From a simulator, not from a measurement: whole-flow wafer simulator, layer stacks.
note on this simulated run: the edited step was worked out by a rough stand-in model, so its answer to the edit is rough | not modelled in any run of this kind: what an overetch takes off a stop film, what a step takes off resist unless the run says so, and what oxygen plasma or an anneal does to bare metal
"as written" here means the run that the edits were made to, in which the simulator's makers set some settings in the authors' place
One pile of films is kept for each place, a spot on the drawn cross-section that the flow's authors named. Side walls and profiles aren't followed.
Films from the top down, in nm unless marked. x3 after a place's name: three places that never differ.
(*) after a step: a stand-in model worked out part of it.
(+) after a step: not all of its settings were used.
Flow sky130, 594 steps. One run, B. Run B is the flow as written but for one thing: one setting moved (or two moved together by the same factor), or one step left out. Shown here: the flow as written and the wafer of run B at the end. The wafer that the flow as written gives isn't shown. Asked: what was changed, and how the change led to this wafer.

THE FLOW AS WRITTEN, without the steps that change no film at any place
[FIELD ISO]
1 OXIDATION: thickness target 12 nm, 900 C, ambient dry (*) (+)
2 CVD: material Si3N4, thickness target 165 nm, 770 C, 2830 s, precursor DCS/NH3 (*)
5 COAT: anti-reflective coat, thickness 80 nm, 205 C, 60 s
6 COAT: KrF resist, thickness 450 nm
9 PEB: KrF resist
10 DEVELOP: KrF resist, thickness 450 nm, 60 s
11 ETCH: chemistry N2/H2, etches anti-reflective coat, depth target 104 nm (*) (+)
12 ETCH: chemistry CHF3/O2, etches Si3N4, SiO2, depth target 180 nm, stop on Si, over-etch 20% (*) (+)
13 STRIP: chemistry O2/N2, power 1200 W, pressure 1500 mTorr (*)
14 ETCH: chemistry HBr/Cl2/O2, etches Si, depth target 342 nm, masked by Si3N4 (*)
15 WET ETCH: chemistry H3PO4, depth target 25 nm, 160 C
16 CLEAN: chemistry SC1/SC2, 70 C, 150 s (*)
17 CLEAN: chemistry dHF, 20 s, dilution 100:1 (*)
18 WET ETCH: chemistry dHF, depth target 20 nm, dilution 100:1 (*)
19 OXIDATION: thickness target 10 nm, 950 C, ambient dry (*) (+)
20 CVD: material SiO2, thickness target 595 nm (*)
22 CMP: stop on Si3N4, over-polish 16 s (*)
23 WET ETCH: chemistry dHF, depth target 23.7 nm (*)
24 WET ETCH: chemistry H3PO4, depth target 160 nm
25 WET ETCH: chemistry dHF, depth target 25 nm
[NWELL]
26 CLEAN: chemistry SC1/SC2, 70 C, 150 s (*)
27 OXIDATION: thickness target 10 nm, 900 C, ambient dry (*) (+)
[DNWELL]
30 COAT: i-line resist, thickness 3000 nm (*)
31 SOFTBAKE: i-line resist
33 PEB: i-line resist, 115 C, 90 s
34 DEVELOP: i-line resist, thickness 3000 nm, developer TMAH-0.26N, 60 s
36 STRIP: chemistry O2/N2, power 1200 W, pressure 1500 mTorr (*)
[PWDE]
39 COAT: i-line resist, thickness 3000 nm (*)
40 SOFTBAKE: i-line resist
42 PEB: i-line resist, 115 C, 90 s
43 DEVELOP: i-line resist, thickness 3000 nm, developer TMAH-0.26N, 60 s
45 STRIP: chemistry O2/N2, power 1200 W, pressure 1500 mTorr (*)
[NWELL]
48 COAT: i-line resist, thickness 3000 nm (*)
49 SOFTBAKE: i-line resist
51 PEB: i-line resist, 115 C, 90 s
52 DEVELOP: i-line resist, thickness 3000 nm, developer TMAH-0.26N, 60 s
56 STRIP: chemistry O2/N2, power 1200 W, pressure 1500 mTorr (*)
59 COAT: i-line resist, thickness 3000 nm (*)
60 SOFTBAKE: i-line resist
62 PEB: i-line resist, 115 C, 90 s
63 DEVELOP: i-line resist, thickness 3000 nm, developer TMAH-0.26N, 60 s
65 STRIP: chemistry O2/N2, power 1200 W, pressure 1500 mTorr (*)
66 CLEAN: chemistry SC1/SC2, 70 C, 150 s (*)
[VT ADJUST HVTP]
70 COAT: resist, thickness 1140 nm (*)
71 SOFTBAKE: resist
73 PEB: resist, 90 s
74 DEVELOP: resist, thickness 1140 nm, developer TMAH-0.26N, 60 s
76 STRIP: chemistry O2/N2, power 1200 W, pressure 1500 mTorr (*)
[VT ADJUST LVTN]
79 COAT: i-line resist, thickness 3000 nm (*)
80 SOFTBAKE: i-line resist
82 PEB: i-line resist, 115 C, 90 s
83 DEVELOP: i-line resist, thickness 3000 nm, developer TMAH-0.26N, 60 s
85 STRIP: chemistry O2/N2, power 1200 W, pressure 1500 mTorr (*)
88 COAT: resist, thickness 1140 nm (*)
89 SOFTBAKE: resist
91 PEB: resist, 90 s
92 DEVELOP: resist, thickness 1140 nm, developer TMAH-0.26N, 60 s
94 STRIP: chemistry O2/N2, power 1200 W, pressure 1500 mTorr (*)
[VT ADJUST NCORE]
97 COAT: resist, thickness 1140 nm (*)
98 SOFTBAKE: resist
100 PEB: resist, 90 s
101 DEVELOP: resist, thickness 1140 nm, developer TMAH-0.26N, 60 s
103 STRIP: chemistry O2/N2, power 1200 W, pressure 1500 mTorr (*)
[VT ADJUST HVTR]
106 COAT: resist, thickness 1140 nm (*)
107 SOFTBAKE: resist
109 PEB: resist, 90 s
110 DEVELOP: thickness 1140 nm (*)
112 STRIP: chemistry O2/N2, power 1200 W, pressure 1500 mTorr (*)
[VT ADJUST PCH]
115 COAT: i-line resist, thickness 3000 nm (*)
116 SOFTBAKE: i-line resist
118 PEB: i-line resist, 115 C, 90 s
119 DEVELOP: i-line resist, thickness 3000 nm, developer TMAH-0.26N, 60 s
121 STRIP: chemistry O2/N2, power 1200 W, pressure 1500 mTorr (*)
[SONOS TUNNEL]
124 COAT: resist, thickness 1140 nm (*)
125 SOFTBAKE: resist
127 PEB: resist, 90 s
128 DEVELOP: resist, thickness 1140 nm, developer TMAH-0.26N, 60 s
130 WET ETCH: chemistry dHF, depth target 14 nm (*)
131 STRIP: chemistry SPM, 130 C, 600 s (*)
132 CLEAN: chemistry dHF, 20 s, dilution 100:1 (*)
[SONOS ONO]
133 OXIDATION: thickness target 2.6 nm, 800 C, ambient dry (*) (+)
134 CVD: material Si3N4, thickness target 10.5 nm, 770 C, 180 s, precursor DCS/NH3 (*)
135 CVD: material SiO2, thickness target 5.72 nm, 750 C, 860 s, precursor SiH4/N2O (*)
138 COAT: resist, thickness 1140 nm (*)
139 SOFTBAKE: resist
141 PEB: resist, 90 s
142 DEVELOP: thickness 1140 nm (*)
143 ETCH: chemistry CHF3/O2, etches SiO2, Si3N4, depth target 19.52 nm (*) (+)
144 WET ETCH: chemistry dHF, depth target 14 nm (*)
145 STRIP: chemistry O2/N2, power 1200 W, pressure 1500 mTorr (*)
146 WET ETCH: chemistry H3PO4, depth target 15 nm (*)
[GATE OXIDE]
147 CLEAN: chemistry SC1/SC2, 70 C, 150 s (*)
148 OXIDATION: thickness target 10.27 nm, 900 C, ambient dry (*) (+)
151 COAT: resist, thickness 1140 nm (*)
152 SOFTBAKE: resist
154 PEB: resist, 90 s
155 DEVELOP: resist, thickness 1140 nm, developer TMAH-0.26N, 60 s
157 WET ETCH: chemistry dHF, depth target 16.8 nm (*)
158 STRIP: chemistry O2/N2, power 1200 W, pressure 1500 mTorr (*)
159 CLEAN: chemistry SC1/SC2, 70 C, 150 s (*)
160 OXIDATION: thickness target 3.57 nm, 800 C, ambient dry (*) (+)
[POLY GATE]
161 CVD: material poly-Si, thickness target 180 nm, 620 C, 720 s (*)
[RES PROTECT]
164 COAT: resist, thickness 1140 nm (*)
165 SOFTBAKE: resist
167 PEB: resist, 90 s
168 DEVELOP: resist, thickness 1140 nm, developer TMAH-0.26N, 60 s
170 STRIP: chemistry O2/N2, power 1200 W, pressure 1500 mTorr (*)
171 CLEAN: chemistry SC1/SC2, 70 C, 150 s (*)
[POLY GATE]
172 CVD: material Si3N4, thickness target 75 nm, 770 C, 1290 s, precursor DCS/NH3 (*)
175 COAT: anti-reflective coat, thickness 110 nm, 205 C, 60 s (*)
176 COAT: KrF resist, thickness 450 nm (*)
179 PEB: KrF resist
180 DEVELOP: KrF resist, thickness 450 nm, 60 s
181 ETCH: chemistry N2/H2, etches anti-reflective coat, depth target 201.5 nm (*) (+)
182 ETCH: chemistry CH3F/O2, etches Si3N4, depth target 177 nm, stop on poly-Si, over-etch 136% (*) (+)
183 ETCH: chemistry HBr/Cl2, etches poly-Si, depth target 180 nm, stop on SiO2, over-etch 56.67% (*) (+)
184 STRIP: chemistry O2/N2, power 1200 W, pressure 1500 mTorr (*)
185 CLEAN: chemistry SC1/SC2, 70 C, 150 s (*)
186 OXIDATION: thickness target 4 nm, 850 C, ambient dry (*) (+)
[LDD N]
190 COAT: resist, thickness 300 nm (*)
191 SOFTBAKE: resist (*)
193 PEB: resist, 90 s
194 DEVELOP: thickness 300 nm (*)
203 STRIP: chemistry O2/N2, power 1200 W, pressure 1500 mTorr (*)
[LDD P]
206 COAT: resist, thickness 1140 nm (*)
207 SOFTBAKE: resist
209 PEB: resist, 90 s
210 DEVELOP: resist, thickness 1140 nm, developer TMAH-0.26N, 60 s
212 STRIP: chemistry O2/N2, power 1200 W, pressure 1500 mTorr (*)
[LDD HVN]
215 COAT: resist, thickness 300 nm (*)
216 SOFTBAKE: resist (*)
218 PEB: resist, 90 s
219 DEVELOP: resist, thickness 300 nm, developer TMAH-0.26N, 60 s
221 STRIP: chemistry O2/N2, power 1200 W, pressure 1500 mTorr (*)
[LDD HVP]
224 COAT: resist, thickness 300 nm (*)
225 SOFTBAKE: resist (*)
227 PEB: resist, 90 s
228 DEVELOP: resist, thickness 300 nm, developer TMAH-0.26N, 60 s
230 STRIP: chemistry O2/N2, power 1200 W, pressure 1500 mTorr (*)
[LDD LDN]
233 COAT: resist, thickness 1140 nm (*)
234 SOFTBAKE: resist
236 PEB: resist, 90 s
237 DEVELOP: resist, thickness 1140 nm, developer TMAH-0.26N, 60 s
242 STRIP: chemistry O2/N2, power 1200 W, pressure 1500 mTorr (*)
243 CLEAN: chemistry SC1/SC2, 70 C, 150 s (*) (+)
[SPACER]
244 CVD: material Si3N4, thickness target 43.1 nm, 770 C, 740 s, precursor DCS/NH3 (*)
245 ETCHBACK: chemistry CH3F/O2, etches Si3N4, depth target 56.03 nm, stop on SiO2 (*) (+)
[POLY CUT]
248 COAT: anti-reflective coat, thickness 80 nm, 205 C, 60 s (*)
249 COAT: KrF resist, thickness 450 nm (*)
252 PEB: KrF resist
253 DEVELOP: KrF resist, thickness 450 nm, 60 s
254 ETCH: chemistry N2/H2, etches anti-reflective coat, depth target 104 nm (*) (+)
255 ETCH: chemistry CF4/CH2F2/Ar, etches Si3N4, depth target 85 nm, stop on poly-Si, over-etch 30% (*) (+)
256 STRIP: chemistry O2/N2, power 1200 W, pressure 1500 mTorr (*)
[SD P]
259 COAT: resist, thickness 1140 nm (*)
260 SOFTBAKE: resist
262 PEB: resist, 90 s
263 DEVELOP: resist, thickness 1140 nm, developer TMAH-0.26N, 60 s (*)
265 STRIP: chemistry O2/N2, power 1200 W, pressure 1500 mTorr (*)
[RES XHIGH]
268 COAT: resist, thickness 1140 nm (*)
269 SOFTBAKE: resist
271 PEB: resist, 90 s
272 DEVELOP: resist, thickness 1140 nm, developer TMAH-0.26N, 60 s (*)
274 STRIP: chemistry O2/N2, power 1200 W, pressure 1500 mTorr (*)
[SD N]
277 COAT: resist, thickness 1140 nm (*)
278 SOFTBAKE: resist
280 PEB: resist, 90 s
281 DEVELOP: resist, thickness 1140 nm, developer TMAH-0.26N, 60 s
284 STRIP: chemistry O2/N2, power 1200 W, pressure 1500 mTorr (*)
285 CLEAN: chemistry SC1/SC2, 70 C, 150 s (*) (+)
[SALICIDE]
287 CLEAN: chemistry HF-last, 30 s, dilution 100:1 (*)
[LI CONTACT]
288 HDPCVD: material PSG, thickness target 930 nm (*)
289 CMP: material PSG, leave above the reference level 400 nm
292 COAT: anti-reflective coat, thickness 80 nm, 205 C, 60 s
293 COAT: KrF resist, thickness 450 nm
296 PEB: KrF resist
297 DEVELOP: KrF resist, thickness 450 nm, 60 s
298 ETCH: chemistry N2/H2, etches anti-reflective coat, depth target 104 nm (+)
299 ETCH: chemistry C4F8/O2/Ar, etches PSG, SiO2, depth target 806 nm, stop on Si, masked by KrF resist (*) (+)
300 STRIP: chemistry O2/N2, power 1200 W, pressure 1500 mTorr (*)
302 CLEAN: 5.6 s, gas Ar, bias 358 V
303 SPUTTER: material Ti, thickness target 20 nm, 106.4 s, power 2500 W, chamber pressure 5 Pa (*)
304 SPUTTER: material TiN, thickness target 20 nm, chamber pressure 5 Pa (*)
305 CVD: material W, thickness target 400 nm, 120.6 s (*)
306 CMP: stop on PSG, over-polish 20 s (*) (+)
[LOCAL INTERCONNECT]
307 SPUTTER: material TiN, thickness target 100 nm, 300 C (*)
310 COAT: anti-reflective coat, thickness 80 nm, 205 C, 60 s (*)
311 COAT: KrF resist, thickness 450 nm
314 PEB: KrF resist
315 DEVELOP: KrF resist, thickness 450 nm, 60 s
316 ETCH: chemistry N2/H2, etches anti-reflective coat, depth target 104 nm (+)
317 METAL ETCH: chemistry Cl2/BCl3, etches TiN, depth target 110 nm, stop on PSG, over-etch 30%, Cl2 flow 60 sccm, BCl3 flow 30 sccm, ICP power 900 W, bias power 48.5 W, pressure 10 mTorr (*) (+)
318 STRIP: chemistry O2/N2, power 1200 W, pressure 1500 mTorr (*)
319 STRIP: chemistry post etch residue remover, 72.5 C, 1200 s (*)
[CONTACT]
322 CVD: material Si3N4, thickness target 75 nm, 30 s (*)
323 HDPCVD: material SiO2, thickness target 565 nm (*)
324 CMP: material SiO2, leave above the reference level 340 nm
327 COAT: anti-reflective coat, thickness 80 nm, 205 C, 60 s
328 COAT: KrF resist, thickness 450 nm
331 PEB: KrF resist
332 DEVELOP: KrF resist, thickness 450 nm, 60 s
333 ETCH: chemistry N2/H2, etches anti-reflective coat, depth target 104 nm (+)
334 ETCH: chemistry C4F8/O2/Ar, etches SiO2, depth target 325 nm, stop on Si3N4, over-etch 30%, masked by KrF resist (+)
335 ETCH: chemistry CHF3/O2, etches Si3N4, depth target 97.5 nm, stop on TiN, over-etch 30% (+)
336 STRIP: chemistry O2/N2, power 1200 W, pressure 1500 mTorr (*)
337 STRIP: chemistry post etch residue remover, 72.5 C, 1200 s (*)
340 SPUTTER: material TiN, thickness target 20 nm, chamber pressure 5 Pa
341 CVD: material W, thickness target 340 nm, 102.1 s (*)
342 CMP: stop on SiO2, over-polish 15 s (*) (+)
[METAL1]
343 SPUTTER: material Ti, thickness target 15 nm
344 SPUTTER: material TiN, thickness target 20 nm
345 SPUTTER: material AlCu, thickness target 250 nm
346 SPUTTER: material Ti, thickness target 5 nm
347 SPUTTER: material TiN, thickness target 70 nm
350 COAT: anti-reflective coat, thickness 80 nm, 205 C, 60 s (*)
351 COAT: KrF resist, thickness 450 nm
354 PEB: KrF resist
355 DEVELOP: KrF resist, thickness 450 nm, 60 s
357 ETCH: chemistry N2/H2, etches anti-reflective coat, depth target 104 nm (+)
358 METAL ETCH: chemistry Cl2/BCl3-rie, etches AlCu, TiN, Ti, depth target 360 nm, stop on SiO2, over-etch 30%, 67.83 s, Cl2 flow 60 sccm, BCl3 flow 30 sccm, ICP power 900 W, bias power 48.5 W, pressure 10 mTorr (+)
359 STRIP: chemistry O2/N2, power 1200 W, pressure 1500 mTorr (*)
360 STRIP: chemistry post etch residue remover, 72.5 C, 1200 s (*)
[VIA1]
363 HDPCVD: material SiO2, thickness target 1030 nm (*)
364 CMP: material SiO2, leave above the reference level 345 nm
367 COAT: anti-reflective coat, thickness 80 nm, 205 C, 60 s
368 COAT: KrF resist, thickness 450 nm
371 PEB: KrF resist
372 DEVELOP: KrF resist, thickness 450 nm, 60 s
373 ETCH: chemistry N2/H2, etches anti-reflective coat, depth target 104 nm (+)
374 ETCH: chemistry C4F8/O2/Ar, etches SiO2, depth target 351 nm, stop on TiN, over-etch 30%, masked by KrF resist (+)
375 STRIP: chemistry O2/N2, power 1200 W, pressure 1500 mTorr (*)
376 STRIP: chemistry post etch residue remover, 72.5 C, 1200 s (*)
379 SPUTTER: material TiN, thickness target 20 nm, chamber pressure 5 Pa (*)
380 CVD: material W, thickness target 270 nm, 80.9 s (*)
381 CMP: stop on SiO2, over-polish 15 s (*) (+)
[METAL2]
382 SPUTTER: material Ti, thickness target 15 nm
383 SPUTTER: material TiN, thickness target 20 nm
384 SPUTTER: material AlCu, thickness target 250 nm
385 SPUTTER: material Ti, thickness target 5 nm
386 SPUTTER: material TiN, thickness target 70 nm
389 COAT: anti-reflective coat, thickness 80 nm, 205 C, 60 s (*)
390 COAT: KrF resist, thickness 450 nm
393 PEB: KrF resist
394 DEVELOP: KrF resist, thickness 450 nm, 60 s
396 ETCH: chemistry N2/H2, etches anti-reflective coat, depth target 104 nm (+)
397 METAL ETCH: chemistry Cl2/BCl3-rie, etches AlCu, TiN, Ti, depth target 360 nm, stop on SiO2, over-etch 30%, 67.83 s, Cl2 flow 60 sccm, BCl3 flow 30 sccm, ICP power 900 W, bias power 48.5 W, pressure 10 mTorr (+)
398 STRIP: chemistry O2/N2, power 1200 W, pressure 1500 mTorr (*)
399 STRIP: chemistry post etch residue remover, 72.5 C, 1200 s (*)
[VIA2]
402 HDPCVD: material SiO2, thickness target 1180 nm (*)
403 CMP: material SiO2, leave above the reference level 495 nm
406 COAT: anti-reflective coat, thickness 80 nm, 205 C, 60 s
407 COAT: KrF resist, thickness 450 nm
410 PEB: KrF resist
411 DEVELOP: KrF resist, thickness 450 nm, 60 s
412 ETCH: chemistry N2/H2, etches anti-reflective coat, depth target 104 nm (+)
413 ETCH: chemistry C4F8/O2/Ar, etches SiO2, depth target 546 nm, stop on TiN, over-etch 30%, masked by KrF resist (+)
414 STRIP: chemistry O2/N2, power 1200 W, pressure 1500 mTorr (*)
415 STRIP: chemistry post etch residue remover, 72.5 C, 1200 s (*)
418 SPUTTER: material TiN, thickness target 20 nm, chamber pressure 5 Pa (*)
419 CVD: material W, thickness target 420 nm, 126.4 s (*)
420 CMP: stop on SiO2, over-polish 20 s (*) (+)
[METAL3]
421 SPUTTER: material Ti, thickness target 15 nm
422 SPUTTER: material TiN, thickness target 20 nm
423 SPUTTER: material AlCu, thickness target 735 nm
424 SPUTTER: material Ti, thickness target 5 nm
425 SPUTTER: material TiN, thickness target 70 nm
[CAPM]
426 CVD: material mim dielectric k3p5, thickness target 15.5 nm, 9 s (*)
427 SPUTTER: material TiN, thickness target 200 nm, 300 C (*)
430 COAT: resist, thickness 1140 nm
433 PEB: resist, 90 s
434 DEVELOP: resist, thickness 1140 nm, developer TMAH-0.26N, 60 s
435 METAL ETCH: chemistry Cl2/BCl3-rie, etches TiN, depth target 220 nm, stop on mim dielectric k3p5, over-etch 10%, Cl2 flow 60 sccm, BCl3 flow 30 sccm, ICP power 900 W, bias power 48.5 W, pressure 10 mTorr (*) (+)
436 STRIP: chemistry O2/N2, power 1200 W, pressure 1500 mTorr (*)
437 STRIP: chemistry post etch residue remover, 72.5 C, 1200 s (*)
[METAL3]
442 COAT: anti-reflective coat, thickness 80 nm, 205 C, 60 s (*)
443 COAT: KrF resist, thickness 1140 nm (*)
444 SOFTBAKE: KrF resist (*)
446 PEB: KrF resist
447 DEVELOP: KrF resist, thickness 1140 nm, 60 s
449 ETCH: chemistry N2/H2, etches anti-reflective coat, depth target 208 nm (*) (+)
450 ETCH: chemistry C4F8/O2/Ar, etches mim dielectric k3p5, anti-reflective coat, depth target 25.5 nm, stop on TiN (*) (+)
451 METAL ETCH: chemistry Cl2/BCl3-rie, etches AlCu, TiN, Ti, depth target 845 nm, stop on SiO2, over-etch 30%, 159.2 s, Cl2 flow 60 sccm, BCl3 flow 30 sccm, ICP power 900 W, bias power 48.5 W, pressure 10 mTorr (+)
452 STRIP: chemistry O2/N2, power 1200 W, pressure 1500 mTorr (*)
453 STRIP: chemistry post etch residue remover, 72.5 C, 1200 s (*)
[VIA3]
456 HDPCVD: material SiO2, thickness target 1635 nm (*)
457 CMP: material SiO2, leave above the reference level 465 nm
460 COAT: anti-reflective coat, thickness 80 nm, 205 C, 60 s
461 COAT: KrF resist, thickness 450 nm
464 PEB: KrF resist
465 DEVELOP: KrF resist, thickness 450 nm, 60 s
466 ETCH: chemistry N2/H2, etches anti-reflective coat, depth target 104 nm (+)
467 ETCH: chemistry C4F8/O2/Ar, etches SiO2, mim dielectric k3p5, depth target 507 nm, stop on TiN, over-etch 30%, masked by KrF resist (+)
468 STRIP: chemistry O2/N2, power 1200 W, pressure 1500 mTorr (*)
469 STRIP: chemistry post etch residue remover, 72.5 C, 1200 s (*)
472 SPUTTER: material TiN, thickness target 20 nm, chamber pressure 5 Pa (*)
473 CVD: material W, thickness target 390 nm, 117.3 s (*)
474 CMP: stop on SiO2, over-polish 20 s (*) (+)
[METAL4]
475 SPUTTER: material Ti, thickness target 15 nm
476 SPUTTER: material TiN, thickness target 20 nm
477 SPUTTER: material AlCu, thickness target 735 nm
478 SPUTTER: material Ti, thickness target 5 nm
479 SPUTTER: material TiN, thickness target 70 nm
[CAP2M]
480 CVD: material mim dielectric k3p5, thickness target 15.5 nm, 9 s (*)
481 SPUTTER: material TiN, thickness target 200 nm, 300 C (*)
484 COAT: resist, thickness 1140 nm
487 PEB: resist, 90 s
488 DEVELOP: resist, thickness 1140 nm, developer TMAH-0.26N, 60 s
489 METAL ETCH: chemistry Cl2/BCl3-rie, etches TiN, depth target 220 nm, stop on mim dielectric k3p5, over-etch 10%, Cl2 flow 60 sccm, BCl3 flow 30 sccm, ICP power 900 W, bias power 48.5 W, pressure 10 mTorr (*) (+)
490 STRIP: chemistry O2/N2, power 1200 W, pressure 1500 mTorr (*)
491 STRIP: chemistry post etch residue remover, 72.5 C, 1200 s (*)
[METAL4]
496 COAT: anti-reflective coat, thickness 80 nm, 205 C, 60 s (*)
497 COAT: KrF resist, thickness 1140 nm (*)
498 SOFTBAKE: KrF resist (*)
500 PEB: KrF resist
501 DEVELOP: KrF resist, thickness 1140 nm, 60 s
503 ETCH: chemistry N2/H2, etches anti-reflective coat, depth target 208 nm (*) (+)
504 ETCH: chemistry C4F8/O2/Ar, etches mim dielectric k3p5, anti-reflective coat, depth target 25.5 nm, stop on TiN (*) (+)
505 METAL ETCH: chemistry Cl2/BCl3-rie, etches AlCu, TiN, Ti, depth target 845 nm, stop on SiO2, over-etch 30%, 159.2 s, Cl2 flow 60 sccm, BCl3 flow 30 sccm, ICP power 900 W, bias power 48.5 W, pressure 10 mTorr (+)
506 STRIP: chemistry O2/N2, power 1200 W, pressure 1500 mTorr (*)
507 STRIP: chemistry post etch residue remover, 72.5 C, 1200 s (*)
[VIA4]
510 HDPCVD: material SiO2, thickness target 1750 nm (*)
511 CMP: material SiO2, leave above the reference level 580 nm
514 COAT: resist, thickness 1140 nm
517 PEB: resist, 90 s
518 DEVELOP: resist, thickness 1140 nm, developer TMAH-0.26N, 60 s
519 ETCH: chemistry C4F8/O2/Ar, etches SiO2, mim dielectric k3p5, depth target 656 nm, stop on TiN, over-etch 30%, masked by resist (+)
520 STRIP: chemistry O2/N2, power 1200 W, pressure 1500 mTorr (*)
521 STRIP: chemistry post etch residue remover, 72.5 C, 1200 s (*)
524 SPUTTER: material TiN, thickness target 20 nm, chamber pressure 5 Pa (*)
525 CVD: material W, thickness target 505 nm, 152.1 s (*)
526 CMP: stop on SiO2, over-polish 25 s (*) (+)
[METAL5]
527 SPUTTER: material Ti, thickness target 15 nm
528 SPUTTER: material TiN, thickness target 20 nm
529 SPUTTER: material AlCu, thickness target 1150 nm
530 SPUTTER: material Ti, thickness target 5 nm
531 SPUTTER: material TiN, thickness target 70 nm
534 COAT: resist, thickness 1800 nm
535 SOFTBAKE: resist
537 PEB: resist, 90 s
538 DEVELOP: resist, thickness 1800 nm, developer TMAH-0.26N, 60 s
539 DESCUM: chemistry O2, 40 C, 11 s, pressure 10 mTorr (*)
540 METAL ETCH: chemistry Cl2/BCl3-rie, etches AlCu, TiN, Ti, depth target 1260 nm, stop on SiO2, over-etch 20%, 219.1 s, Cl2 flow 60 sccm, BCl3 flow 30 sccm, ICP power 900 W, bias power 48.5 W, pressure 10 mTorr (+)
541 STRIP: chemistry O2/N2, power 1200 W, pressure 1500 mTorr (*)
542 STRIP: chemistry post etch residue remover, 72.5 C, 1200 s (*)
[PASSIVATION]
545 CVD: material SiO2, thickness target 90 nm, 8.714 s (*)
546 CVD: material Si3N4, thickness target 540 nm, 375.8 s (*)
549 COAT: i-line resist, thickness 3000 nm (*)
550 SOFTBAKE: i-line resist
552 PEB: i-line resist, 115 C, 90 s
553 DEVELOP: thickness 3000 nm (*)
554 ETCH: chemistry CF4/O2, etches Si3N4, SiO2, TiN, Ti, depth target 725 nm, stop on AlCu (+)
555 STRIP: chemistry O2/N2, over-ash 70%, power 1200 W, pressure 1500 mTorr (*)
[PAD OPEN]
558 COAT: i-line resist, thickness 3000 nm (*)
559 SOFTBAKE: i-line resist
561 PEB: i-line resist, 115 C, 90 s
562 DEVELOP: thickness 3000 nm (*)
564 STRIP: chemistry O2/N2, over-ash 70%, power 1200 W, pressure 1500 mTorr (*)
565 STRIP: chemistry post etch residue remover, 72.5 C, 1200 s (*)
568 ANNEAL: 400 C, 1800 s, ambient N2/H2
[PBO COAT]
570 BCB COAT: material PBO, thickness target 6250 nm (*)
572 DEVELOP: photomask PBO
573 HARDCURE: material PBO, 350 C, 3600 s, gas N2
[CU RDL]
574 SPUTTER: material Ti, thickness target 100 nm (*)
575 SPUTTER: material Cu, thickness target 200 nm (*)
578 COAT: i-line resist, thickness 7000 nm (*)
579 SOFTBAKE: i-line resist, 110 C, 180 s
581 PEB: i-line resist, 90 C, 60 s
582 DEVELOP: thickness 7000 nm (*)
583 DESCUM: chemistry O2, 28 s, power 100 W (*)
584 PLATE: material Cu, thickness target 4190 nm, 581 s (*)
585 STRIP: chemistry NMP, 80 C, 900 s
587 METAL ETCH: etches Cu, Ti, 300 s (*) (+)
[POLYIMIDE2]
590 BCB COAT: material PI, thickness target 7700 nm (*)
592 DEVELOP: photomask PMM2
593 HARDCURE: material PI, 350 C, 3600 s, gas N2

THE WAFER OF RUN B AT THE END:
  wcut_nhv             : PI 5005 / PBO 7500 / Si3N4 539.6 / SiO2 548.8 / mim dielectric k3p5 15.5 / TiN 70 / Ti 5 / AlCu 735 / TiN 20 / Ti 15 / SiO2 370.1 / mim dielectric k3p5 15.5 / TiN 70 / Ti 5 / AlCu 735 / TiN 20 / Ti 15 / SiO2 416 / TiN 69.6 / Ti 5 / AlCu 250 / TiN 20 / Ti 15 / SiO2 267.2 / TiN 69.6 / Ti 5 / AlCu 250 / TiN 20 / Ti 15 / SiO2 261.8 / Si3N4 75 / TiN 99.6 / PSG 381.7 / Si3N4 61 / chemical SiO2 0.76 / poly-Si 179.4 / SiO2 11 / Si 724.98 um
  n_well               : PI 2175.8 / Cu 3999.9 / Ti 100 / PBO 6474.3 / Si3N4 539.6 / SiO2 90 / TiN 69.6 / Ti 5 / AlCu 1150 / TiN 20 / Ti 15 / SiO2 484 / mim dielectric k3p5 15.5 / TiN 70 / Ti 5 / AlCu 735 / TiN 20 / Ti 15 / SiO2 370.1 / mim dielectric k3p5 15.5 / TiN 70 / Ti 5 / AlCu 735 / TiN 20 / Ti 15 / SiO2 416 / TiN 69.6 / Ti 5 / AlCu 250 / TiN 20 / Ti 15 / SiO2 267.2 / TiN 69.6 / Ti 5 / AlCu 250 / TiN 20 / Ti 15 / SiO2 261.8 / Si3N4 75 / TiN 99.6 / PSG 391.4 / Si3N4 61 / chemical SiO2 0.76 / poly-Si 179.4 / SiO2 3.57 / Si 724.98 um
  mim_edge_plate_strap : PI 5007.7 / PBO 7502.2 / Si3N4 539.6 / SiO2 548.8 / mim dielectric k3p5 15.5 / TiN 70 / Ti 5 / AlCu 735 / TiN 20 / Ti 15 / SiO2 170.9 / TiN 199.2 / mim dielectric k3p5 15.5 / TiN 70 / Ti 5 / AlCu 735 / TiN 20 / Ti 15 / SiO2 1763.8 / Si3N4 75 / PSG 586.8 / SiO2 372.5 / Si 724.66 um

The cause: step 570, BCB COAT: thickness target 9375 nm was run, where the flow has thickness target 6250 nm.

How the change led to this, step by step:
  570 BCB COAT: material PBO, thickness target 6250 nm (*)
      dice_street, vpp_sp, vpp_ln and 71 more: PBO +9375 (new film) (as written it would be: PBO +6250 (new film))
      n_well, p_well, sd_n, sd_p: PBO +8092.9 (new film) (as written it would be: PBO +4968.7 (new film))
      (and at 115 more places)
  572 DEVELOP: photomask PBO
      pad: PBO -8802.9 (all of it) (as written it would be: PBO -5678.7 (all of it))
  573 HARDCURE: material PBO, 350 C, 3600 s, gas N2
      dice_street, vpp_sp, vpp_ln and 71 more: PBO -1875 (as written it would be: PBO -1250)
      vpp_tail, gate_hv_sd, active_hv5, spacer_hv5, active_p_g5v0, spacer_p_g5v0, field_nw_hv: PBO -1876.3 (as written it would be: PBO -1251.4)
      (and at 111 more places)
  578 COAT: i-line resist, thickness 7000 nm (*)
      pad: i-line resist +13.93 um (new film) (as written it would be: i-line resist +11.43 um (new film))
  579 SOFTBAKE: i-line resist, 110 C, 180 s
      iso_guard: i-line resist -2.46 (as written it would be: i-line resist +0.64)
      npn_par_e: i-line resist -2.56 (as written it would be: i-line resist +0.35)
      (and at 101 more places)
  581 PEB: i-line resist, 90 C, 60 s
      pad: i-line resist -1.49 (as written it would be: i-line resist -0.61)
  582 DEVELOP: thickness 7000 nm (*)
      pad: i-line resist -13.93 um (all of it) (as written it would be: i-line resist -11.43 um (all of it))
  590 BCB COAT: material PI, thickness target 7700 nm (*)
      pad: PI +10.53 um (new film) (as written it would be: PI +8030.8 (new film))
  592 DEVELOP: photomask PMM2
      pad: PI -10.53 um (all of it) (as written it would be: PI -8030.8 (all of it))
